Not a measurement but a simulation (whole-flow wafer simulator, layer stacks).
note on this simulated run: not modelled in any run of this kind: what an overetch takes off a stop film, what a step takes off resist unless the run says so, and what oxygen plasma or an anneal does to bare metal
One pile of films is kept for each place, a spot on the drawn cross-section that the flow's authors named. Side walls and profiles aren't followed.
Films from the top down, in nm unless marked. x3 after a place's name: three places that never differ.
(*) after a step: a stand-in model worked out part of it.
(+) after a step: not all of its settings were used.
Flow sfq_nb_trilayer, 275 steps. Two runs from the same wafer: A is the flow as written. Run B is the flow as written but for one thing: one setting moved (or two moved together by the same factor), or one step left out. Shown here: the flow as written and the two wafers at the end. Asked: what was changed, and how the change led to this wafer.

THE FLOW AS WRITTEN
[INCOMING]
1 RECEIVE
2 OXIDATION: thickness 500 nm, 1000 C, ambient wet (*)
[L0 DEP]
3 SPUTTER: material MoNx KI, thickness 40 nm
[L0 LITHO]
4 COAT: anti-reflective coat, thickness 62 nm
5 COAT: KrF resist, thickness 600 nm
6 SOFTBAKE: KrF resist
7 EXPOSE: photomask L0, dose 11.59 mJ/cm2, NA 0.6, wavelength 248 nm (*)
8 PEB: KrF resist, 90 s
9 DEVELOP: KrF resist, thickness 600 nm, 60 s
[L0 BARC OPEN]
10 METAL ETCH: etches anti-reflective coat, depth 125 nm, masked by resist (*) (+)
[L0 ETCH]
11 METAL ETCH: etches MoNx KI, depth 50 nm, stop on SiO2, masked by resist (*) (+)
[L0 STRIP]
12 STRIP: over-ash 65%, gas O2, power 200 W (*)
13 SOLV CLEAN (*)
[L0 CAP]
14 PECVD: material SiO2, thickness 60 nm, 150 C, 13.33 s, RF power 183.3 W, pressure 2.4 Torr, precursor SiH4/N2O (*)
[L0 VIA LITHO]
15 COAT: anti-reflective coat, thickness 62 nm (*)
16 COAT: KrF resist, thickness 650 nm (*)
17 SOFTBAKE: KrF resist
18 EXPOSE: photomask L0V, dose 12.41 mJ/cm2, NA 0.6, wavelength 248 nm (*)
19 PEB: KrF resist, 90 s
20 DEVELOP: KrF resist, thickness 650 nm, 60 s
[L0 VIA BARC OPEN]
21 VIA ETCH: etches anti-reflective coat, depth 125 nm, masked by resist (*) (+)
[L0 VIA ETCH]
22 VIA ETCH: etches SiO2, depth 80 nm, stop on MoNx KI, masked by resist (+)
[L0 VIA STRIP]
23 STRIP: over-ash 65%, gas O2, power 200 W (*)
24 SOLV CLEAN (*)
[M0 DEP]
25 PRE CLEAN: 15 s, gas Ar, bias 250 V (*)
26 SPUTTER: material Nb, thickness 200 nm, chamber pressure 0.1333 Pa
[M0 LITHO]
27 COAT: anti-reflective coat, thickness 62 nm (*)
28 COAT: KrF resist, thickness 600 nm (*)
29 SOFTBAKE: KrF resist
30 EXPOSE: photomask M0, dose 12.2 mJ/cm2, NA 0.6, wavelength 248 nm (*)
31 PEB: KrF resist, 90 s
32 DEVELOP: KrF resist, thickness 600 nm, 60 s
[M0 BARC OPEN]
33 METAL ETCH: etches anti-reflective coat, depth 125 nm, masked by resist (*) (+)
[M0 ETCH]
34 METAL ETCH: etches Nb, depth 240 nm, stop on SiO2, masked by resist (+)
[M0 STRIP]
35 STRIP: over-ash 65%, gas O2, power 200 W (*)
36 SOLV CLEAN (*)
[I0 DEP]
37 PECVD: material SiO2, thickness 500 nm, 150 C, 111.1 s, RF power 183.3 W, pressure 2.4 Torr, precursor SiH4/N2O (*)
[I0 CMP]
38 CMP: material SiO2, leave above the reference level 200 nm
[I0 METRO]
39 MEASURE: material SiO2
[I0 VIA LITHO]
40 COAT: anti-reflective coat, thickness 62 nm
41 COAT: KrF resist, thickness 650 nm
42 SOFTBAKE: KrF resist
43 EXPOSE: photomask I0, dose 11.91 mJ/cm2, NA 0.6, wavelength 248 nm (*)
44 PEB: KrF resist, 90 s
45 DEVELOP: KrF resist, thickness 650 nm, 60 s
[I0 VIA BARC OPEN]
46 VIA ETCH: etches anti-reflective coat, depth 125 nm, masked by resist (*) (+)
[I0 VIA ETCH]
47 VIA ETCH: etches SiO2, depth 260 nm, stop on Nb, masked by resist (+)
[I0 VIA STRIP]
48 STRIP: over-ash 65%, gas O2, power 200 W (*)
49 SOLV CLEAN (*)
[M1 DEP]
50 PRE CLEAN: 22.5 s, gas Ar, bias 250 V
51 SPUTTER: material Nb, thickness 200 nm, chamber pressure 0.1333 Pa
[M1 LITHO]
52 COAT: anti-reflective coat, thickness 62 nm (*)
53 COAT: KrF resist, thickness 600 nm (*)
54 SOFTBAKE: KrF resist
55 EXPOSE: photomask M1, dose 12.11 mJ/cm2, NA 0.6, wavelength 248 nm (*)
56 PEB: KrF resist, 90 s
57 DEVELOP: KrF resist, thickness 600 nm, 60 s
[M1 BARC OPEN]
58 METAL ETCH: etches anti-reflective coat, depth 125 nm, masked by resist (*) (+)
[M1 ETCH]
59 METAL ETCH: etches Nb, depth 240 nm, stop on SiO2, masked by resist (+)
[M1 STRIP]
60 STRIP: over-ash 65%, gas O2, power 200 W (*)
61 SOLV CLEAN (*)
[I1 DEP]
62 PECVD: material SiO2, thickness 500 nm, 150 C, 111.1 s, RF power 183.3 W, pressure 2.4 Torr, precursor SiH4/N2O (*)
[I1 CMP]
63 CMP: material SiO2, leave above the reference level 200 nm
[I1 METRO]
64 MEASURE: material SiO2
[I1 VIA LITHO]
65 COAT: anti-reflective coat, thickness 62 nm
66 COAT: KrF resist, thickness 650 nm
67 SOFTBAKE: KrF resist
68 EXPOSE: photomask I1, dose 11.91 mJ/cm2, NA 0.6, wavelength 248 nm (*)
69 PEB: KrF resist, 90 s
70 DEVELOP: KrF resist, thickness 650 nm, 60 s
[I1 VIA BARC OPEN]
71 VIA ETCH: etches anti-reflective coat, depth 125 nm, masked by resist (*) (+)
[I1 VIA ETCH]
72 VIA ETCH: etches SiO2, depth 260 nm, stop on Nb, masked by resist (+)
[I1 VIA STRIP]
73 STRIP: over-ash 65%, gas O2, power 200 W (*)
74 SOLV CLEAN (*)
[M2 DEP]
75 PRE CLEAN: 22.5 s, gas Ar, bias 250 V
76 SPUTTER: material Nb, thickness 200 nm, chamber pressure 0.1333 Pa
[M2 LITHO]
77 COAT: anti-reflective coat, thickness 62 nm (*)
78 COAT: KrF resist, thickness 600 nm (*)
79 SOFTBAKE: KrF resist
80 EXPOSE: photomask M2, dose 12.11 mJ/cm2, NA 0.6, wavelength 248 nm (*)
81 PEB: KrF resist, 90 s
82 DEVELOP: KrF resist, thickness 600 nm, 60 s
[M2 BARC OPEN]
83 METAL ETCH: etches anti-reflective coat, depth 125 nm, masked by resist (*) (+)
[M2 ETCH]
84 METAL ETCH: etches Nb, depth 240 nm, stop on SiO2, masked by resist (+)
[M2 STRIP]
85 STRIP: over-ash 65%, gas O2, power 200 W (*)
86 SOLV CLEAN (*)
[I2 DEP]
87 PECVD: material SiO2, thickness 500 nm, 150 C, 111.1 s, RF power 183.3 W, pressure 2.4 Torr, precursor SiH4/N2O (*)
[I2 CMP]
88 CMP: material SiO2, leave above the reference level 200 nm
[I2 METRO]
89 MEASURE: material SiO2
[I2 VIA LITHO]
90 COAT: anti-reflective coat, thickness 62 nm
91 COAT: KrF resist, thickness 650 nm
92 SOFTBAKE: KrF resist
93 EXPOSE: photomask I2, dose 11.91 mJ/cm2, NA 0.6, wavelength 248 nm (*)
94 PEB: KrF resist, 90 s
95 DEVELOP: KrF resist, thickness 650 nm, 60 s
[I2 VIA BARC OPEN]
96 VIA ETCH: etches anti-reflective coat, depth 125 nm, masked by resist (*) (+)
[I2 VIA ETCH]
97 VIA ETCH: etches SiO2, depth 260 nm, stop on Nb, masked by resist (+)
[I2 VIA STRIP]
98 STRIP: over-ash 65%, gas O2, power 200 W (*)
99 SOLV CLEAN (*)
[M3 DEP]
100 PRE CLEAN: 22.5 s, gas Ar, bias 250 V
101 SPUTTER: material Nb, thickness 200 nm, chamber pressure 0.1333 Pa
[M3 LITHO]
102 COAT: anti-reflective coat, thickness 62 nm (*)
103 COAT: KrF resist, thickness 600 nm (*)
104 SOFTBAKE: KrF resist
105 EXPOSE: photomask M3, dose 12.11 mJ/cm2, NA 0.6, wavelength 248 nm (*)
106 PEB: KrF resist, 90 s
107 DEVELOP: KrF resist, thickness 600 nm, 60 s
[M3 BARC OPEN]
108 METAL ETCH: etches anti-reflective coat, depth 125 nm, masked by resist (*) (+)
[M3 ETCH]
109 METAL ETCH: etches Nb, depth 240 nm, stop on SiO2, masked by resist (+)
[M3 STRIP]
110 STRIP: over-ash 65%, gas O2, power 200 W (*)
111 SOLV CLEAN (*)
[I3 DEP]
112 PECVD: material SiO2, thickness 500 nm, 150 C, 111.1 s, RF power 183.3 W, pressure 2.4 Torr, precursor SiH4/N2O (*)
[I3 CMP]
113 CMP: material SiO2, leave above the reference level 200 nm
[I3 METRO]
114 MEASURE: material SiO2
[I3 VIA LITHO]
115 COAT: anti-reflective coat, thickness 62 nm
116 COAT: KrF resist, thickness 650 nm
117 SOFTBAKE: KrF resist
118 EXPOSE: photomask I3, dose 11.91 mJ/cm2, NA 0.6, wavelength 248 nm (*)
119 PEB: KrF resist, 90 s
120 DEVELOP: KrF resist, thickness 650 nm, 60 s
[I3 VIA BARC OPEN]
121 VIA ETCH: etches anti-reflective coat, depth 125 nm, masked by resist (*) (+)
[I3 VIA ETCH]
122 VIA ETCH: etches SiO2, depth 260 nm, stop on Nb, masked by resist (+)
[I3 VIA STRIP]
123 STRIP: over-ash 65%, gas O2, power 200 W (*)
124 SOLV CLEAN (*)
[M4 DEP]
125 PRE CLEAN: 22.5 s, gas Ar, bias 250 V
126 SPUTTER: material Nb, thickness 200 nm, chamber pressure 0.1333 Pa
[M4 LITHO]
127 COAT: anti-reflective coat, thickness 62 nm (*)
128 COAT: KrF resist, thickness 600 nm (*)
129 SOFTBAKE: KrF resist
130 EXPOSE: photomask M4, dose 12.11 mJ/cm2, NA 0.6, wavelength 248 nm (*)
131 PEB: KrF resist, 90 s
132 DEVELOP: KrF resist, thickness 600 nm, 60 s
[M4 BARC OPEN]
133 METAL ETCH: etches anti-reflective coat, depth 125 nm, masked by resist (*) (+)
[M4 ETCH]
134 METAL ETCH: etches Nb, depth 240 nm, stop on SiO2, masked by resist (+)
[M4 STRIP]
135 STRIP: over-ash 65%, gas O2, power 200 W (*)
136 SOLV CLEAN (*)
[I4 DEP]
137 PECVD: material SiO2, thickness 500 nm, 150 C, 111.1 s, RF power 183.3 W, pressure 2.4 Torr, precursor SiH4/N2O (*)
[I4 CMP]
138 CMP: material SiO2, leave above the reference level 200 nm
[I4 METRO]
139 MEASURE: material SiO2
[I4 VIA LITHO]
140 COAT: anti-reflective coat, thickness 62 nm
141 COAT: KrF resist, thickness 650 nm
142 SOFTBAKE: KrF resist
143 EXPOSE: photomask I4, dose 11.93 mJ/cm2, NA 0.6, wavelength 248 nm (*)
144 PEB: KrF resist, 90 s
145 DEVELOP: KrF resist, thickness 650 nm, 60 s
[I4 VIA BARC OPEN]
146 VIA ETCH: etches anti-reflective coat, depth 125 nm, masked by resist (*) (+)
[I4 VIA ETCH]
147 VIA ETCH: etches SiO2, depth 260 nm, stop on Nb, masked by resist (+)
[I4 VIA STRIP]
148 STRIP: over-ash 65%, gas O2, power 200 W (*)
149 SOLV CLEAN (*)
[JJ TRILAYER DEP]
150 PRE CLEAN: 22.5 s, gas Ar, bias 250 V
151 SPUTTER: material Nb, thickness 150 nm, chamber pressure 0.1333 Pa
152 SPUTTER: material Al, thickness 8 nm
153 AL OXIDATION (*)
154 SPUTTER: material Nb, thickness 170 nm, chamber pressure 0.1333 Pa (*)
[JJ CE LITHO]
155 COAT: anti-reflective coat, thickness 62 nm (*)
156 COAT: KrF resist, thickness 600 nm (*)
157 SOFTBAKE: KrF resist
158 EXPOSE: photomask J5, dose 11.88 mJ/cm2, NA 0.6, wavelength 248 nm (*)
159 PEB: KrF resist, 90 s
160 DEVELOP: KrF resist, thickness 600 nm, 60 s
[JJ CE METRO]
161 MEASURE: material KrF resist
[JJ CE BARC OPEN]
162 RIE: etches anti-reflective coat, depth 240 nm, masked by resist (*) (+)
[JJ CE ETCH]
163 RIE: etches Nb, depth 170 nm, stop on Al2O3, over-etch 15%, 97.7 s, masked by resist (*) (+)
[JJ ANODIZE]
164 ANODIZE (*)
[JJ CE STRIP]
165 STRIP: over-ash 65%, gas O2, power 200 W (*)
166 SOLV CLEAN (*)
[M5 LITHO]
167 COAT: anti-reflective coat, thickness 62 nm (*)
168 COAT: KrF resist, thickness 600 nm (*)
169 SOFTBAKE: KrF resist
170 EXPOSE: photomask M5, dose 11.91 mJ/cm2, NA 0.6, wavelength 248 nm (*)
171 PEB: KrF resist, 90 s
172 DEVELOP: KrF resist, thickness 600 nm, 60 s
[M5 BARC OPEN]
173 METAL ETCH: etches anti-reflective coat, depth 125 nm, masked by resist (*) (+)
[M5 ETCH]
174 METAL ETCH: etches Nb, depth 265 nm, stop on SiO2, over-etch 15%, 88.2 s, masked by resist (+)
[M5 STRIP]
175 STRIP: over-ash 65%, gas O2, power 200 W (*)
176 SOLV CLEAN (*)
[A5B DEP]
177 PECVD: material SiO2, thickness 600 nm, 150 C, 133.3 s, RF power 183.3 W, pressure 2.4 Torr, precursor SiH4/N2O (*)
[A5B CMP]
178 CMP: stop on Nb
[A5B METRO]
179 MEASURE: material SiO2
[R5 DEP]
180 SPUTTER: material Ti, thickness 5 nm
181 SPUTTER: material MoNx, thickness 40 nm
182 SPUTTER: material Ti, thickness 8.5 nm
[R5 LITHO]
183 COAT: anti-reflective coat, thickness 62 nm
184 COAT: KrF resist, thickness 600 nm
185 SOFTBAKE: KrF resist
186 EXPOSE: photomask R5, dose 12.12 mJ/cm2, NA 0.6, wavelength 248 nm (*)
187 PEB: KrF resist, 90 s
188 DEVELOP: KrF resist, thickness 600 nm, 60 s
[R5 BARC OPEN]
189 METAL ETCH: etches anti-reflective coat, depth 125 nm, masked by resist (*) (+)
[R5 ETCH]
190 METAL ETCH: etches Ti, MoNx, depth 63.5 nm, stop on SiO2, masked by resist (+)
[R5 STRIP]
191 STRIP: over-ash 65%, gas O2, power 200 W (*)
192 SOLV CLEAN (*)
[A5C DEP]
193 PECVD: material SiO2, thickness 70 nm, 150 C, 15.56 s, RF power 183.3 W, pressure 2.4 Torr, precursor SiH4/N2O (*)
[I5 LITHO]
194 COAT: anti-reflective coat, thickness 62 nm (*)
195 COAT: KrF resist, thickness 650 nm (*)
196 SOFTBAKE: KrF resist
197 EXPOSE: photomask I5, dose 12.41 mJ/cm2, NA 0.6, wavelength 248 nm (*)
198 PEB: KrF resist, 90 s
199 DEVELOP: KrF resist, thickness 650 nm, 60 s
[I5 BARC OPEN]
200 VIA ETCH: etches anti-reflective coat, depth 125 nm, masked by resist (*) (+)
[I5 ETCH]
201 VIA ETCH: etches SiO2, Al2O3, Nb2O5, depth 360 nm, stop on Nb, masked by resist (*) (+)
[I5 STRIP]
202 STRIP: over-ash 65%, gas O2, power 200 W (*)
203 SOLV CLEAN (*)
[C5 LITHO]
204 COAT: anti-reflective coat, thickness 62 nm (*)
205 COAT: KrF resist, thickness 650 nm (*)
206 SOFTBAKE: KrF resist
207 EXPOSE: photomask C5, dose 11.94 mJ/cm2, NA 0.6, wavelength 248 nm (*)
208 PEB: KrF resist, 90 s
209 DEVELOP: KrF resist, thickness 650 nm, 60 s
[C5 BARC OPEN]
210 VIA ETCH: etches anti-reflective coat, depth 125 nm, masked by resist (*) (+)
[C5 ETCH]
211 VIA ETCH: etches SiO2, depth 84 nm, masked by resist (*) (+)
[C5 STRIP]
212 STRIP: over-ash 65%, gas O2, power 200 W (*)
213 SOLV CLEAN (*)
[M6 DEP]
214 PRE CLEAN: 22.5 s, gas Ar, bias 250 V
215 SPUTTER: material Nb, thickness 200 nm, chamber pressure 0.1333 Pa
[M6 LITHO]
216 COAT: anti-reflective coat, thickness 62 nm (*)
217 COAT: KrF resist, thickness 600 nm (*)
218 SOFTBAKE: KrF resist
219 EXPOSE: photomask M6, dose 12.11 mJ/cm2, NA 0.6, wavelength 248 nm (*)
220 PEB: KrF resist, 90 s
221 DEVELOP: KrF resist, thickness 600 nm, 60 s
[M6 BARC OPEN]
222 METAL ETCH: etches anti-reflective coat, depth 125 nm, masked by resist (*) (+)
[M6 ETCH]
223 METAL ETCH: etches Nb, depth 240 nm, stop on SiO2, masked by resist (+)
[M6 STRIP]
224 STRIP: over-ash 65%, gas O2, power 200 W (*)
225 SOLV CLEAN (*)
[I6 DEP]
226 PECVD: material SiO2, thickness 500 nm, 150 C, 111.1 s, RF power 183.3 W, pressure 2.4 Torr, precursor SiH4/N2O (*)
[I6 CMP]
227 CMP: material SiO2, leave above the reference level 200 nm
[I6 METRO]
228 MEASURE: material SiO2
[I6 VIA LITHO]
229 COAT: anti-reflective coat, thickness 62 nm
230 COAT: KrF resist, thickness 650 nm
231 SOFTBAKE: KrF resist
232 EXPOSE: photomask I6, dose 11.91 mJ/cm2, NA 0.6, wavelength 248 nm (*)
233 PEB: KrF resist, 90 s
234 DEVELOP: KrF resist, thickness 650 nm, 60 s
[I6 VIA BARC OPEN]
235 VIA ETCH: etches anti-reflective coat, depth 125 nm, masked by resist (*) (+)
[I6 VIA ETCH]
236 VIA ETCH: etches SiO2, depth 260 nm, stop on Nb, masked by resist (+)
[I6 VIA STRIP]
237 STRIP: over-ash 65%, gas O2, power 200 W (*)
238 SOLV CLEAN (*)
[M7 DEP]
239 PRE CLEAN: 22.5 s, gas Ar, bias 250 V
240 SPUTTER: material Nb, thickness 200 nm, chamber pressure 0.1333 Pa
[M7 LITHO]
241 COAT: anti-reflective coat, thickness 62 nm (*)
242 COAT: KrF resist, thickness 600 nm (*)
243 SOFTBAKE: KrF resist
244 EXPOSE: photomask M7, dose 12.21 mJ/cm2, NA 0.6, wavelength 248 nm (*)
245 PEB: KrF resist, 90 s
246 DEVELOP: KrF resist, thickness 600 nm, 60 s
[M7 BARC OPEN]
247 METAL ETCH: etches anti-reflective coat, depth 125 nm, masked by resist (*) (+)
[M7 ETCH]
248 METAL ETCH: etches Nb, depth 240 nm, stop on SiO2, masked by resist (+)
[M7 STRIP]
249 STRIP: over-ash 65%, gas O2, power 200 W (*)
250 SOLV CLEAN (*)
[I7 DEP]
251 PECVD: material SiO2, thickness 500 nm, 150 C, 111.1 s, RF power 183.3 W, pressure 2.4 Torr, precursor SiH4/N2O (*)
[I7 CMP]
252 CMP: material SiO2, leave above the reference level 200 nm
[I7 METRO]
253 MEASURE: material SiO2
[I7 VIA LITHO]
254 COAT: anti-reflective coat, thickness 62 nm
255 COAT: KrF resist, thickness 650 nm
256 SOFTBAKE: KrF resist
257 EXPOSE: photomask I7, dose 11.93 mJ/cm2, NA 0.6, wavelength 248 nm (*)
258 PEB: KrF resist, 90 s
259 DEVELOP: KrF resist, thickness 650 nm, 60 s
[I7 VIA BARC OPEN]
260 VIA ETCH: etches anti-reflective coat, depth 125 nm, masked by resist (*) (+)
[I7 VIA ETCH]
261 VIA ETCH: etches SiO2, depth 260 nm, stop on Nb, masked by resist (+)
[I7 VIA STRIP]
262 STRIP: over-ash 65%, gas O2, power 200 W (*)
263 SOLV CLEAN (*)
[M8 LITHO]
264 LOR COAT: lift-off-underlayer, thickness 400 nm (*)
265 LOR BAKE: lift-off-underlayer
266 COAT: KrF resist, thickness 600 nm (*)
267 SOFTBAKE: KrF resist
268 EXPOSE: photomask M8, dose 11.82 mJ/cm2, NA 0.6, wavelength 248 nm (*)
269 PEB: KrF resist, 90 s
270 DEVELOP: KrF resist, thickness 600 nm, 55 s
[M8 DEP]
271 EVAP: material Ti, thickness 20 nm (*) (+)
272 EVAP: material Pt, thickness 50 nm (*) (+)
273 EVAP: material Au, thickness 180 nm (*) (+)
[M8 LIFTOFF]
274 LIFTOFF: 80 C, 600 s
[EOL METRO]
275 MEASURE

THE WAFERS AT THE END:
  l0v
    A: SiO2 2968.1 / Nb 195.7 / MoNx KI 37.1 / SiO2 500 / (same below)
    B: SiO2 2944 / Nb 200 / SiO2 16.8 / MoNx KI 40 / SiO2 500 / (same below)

The cause: step 22, VIA ETCH: depth 38 nm was run, where the flow has depth 80 nm.

How the change led to this, step by step:
  22 VIA ETCH: etches SiO2, depth 80 nm, stop on MoNx KI, masked by resist (+)
      l0v: A SiO2 -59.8 (all of it) | B SiO2 -38
      field_l, v_sur, via_wl and 102 more: A KrF resist -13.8 | B KrF resist -6.55
  25 PRE CLEAN: 15 s, gas Ar, bias 250 V (*)
      l0v: A MoNx KI -2.91 | B SiO2 -5
  26 SPUTTER: material Nb, thickness 200 nm, chamber pressure 0.1333 Pa
      l0v: A Nb +195.7 (new film) | B Nb +200 (new film)
  27 COAT: anti-reflective coat, thickness 62 nm (*)
      l0_sur: A anti-reflective coat +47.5 (new film) | B anti-reflective coat +49.9 (new film)
      l0v: A anti-reflective coat +78 (new film) | B anti-reflective coat +71.6 (new film)
  28 COAT: KrF resist, thickness 600 nm (*)
      l0v: A KrF resist +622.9 (new film) | B KrF resist +610.2 (new film)
  35 STRIP: over-ash 65%, gas O2, power 200 W (*)
      l0_sur: A KrF resist -372 (all of it), anti-reflective coat -47.5 (all of it) | B KrF resist -373.1 (all of it), anti-reflective coat -49.9 (all of it)
      l0v: A KrF resist -405.3 (all of it), anti-reflective coat -78 (all of it) | B KrF resist -392.5 (all of it), anti-reflective coat -71.6 (all of it)
  38 CMP: material SiO2, leave above the reference level 200 nm
      l0v: A SiO2 -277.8 | B SiO2 -301.8
Counting metal films that touch as one body, l0v has 2 bodies (between them, from the top down: SiO2 16.8); the flow as written gives 1 body.
